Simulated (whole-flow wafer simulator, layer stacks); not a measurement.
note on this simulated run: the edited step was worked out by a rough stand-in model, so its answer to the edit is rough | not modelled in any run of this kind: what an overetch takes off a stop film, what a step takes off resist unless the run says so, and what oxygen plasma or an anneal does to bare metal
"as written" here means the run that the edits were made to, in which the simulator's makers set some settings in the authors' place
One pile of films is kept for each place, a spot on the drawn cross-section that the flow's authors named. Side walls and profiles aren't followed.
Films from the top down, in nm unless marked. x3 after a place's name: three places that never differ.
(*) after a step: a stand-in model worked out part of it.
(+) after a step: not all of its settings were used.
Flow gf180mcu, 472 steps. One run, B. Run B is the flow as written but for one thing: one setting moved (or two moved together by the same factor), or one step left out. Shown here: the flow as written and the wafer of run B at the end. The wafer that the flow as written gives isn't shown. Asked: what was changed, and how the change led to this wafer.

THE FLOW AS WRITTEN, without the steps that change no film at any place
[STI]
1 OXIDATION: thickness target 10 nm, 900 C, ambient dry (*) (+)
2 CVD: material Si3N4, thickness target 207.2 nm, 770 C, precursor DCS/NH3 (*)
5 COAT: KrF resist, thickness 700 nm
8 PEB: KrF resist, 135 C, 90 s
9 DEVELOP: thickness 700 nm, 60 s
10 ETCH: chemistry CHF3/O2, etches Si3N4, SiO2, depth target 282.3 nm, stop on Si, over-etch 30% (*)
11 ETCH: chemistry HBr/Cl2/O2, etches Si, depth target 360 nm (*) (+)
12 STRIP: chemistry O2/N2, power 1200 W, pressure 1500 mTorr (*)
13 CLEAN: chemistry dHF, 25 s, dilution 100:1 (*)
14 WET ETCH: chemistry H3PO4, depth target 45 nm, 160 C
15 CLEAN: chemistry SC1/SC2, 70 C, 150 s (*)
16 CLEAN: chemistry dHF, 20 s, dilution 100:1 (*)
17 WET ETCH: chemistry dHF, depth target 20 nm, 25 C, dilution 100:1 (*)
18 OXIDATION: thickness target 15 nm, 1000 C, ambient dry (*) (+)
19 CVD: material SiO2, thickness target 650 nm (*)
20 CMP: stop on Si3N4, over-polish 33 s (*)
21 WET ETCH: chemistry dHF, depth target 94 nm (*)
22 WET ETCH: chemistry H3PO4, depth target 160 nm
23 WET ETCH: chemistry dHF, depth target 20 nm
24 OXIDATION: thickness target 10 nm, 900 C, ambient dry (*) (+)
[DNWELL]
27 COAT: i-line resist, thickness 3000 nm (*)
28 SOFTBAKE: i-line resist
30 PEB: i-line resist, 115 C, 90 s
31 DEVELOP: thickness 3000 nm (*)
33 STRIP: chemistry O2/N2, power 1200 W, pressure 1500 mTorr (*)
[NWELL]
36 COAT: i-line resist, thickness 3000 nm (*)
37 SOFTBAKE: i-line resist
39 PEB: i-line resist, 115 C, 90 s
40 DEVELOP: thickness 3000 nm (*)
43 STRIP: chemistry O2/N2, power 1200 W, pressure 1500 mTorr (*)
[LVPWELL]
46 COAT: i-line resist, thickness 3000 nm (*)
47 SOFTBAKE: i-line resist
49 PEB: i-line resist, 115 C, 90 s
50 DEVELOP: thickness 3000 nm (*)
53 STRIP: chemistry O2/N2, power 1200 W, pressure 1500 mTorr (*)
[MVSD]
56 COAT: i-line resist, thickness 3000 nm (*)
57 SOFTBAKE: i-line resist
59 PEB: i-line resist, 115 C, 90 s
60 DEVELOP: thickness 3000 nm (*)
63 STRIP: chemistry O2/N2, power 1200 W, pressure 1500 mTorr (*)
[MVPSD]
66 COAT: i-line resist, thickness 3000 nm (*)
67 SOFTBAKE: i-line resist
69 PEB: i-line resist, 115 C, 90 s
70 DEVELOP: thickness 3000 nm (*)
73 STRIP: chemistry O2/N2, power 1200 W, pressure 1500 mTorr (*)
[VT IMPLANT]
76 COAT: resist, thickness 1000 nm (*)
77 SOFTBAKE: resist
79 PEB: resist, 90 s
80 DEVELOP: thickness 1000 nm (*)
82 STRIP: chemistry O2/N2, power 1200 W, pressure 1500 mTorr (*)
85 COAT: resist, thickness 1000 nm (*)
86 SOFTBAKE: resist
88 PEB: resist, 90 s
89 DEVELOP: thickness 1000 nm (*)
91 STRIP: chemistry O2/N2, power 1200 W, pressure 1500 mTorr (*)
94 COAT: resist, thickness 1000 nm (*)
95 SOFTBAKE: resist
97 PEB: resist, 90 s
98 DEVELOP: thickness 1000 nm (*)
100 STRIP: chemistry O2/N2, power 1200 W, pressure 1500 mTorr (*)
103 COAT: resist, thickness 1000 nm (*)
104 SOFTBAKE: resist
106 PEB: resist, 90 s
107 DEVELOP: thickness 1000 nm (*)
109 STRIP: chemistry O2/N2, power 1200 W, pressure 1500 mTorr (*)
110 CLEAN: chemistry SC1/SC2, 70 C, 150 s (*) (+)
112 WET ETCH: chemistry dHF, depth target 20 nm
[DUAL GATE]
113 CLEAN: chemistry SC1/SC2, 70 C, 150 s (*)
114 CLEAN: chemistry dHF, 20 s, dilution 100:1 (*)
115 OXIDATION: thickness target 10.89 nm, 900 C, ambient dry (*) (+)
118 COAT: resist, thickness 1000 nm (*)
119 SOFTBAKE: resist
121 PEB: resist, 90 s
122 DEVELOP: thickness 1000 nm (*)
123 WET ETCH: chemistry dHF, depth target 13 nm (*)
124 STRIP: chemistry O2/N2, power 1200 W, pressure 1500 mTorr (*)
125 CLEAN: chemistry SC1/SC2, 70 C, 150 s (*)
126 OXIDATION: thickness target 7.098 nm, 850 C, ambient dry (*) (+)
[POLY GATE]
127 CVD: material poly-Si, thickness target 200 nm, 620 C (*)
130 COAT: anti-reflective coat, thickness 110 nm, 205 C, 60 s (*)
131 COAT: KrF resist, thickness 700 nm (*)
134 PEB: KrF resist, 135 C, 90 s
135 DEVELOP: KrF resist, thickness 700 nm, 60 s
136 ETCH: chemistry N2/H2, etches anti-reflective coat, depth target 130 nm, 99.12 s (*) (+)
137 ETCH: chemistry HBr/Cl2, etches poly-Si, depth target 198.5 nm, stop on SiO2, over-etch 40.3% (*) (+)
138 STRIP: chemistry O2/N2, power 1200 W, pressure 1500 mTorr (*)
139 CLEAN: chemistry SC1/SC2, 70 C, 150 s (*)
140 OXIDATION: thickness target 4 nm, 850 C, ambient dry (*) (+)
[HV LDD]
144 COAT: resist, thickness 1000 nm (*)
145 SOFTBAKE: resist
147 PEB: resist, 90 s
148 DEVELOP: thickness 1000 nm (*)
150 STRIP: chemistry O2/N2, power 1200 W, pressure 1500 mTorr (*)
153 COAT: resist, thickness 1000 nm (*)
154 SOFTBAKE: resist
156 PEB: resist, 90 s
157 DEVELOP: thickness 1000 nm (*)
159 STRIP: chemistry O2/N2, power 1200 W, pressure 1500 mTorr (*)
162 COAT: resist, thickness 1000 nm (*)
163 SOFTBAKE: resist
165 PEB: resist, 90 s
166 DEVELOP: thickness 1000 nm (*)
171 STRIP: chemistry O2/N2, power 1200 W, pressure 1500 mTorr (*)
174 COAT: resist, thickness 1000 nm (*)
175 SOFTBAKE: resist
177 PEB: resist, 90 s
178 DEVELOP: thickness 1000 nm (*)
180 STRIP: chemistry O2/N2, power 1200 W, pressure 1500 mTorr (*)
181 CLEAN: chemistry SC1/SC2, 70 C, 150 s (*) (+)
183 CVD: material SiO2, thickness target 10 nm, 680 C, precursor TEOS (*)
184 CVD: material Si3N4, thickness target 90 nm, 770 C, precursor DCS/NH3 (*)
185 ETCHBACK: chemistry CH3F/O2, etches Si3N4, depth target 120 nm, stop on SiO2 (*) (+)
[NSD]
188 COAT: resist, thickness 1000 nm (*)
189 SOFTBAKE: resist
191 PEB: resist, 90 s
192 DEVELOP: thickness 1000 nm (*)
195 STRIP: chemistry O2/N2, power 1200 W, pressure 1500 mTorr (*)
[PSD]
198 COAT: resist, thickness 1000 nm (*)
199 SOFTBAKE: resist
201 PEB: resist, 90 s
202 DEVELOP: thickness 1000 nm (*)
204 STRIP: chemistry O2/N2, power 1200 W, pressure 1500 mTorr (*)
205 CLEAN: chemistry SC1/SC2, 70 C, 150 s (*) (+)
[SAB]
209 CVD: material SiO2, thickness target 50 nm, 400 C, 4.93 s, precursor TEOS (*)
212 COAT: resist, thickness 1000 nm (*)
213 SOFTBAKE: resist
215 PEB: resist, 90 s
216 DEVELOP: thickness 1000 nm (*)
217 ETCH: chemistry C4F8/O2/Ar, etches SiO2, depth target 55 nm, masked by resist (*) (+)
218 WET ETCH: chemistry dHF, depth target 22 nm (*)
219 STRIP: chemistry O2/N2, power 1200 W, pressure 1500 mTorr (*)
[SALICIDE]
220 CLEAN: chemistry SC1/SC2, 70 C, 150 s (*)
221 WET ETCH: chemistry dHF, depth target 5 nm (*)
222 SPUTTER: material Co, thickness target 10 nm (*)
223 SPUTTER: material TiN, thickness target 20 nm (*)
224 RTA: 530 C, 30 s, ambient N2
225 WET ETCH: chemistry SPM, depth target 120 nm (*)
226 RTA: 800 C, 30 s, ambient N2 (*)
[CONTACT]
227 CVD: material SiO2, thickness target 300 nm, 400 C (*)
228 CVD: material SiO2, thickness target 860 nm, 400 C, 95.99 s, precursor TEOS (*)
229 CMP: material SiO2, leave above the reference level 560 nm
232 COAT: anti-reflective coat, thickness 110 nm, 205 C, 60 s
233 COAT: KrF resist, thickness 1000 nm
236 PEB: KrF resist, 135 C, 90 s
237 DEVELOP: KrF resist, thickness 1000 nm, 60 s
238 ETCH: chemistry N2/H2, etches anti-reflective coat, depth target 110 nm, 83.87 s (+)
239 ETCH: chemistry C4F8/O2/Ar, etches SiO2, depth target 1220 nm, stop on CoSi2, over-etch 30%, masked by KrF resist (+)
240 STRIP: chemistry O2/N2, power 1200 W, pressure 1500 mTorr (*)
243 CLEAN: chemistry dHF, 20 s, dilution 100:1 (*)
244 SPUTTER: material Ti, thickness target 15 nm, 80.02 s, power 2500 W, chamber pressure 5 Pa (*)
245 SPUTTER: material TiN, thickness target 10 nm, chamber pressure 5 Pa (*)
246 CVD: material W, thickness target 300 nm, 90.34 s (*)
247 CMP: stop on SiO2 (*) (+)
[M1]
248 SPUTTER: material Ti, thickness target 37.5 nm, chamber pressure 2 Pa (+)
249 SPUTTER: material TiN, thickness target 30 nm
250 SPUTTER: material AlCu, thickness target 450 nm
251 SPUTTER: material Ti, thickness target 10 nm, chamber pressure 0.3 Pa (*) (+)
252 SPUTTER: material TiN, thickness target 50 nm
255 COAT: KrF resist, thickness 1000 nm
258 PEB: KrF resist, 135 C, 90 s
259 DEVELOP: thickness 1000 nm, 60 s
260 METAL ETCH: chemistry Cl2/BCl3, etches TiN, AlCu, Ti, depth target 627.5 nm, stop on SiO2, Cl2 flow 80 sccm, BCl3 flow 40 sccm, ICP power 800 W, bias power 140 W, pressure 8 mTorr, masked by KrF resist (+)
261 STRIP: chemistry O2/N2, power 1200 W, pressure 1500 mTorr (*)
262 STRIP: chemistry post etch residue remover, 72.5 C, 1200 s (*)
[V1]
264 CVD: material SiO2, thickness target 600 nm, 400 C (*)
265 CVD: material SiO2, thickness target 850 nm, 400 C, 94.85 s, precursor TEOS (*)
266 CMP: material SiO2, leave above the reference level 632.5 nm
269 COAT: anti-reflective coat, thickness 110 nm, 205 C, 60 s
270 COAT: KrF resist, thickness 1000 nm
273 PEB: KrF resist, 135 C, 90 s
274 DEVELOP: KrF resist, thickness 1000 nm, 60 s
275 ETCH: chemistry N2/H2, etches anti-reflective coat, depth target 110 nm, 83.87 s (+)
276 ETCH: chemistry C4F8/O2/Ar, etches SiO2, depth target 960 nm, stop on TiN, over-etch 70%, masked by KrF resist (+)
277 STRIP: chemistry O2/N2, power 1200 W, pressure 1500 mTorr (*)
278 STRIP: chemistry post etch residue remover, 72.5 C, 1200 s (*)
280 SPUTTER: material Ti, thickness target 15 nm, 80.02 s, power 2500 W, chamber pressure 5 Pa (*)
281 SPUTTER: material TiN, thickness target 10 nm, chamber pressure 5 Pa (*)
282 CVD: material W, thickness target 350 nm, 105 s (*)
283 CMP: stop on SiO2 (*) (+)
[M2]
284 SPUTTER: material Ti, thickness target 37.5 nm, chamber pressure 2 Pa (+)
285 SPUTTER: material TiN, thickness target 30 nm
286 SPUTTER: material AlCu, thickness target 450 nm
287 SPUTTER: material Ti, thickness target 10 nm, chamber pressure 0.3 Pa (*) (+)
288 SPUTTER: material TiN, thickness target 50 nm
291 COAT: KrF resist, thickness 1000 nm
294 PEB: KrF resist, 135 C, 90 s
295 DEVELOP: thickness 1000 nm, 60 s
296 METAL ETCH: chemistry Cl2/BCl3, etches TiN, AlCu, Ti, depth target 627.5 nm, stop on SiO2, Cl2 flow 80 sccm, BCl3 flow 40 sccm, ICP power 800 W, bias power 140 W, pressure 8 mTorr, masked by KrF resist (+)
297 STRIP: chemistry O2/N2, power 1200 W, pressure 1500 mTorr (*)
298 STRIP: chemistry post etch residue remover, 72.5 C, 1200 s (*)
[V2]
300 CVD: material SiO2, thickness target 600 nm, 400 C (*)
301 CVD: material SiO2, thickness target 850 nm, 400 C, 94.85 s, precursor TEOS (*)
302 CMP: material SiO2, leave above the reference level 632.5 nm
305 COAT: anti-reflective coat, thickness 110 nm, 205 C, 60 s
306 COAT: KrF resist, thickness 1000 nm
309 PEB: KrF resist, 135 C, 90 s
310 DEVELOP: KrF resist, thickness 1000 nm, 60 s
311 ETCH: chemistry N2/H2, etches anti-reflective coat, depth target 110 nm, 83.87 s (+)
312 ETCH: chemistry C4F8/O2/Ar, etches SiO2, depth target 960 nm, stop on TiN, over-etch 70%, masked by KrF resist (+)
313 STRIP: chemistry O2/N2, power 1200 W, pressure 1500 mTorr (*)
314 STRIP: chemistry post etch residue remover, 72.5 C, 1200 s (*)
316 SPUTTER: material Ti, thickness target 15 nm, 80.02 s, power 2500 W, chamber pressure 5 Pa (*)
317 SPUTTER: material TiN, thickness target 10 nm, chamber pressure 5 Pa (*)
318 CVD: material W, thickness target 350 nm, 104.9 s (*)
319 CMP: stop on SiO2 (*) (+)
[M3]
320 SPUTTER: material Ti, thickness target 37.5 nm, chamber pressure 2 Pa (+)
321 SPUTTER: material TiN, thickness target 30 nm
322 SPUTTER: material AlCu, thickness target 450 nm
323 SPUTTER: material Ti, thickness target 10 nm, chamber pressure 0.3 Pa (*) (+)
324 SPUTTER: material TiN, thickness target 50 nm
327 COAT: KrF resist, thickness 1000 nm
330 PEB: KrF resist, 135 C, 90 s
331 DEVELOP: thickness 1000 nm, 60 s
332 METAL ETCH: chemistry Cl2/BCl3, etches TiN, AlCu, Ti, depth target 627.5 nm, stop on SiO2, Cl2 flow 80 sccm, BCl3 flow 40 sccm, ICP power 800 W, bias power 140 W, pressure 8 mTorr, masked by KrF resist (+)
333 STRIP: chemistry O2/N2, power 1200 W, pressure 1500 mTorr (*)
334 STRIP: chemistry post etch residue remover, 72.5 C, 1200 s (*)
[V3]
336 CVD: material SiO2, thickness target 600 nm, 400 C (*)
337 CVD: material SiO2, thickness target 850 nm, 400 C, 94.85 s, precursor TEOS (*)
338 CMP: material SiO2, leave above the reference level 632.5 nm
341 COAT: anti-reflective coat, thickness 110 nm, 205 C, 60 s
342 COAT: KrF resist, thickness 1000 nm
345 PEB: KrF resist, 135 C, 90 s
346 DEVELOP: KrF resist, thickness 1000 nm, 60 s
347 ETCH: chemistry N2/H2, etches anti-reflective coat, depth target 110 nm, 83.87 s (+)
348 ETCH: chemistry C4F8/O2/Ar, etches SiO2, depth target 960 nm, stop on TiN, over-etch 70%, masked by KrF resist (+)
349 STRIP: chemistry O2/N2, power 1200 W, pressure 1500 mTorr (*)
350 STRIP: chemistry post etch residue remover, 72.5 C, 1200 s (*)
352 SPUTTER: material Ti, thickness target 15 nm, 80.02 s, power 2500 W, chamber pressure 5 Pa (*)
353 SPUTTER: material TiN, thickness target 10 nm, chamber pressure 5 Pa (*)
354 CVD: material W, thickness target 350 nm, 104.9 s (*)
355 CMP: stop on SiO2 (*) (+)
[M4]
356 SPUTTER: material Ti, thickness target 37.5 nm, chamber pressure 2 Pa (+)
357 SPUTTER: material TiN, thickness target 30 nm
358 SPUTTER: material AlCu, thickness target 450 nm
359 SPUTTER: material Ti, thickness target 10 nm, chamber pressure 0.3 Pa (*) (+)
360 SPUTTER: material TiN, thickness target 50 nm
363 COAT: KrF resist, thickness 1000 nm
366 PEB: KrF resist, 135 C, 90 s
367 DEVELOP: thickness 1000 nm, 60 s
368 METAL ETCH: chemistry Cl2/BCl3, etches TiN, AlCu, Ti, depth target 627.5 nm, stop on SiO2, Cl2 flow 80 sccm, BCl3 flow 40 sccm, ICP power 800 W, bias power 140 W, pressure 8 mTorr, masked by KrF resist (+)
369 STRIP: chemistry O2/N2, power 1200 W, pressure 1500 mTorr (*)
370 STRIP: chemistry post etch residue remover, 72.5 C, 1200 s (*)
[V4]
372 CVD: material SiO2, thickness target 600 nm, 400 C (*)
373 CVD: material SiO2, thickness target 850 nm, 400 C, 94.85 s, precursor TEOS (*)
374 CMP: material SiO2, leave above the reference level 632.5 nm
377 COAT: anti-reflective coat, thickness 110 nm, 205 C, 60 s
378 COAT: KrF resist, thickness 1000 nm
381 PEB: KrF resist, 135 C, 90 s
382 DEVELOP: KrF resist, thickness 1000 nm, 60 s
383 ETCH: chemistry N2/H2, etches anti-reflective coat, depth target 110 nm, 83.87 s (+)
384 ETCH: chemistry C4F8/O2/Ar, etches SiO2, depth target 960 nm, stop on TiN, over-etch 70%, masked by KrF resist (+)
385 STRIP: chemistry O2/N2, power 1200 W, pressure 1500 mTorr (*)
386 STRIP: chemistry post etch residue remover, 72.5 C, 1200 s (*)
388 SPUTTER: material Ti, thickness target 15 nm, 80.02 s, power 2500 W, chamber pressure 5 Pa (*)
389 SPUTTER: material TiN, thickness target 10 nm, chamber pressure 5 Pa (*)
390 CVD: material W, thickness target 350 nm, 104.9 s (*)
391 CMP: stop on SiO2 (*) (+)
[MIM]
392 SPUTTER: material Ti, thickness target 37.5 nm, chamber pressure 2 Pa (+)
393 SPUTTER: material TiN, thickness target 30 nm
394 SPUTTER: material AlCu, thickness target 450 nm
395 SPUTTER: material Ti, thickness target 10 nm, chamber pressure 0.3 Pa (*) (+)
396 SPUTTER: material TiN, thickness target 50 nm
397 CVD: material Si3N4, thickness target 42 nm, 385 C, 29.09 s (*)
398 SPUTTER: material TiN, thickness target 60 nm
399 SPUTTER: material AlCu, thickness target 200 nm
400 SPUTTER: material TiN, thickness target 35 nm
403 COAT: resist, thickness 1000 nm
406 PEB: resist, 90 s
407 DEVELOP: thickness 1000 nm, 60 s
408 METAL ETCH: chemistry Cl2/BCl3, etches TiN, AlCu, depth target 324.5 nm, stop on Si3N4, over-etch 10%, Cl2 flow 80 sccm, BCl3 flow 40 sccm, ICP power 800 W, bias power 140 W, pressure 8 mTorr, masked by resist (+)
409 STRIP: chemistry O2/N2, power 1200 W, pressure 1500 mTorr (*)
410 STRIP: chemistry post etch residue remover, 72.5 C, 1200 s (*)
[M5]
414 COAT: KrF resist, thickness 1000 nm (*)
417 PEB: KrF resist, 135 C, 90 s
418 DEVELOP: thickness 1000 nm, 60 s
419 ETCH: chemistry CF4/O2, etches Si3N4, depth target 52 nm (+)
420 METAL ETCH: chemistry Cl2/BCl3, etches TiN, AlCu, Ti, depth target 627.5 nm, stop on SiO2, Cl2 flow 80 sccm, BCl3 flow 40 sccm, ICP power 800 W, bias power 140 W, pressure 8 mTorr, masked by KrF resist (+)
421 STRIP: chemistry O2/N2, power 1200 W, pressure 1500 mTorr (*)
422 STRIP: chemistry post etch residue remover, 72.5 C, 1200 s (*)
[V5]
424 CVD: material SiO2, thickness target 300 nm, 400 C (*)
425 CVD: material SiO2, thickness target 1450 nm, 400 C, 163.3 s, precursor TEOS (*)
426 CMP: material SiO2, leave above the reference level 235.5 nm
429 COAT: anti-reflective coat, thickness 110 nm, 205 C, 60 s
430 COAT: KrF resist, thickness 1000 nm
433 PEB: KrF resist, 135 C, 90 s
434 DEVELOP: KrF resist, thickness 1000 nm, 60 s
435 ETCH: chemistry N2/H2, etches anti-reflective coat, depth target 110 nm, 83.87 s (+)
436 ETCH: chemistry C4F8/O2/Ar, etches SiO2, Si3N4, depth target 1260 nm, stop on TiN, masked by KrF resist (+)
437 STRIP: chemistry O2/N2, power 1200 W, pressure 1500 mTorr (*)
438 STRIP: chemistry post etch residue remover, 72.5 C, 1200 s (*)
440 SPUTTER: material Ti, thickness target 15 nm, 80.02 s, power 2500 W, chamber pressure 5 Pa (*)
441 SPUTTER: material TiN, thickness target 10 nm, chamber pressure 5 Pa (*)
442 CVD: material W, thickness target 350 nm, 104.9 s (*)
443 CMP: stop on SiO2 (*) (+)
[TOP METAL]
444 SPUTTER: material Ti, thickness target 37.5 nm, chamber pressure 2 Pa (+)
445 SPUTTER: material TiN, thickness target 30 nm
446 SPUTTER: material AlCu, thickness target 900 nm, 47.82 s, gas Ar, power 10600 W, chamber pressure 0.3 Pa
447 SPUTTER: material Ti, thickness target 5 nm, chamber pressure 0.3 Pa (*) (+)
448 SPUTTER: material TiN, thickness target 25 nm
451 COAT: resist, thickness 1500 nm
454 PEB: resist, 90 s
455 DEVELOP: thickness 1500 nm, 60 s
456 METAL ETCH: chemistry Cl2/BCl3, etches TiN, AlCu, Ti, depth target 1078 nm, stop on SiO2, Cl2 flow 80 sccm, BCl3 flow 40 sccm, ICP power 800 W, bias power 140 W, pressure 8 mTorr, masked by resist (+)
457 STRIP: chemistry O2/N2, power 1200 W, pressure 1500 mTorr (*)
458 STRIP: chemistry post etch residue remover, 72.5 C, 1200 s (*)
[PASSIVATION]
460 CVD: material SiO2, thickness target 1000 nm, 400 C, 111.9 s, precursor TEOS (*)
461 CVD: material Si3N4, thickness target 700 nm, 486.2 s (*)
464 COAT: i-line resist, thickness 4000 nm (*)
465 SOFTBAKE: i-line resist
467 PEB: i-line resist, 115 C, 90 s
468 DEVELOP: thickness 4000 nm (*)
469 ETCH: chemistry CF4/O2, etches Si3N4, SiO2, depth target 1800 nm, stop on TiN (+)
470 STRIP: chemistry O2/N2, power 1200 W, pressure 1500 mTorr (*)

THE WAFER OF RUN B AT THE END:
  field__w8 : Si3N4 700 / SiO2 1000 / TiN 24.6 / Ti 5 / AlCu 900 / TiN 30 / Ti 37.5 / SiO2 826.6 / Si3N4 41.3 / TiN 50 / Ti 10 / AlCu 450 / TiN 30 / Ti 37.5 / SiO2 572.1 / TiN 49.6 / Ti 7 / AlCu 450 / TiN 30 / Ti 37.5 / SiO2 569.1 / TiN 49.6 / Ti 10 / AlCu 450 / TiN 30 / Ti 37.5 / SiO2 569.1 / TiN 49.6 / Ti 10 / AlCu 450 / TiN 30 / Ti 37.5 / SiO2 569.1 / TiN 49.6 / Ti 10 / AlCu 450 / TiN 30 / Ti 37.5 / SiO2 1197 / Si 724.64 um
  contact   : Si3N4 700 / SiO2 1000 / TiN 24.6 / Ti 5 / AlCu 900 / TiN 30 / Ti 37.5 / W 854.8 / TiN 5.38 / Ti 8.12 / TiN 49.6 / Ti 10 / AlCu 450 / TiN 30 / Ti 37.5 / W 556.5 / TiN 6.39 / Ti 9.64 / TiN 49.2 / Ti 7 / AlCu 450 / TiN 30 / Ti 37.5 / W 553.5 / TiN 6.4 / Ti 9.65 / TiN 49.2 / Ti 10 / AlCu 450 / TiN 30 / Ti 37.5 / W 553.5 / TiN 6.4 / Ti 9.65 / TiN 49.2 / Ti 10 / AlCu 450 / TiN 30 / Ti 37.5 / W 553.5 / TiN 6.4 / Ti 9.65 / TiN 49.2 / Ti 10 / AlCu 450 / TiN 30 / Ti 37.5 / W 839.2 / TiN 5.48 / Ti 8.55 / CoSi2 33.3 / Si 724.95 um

The cause: step 359, SPUTTER: thickness target 7 nm was run, where the flow has thickness target 10 nm.
It can be read off the wafer: field__w8 has Ti 7, and step 359 as written asks for 10 nm.

How the change led to this, step by step:
  359 SPUTTER: material Ti, thickness target 10 nm, chamber pressure 0.3 Pa (*) (+)
      field, field__w1, field__w2 and 108 more: Ti +7 (new film) (as written it would be: Ti +10 (new film))
  368 METAL ETCH: chemistry Cl2/BCl3, etches TiN, AlCu, Ti, depth target 627.5 nm, stop on SiO2, Cl2 flow 80 sccm, BCl3 flow 40 sccm, ICP power 800 W, bias power 140 W, pressure 8 mTorr, masked by KrF resist (+)
      field, field__w1, field__w2 and 103 more: TiN -50 (all of it), Ti -7 (all of it), AlCu -450 (all of it), TiN -30 (all of it), Ti -37.5 (all of it) (as written it would be: TiN -50 (all of it), Ti -10 (all of it), AlCu -450 (all of it), TiN -30 (all of it), Ti -37.5 (all of it))
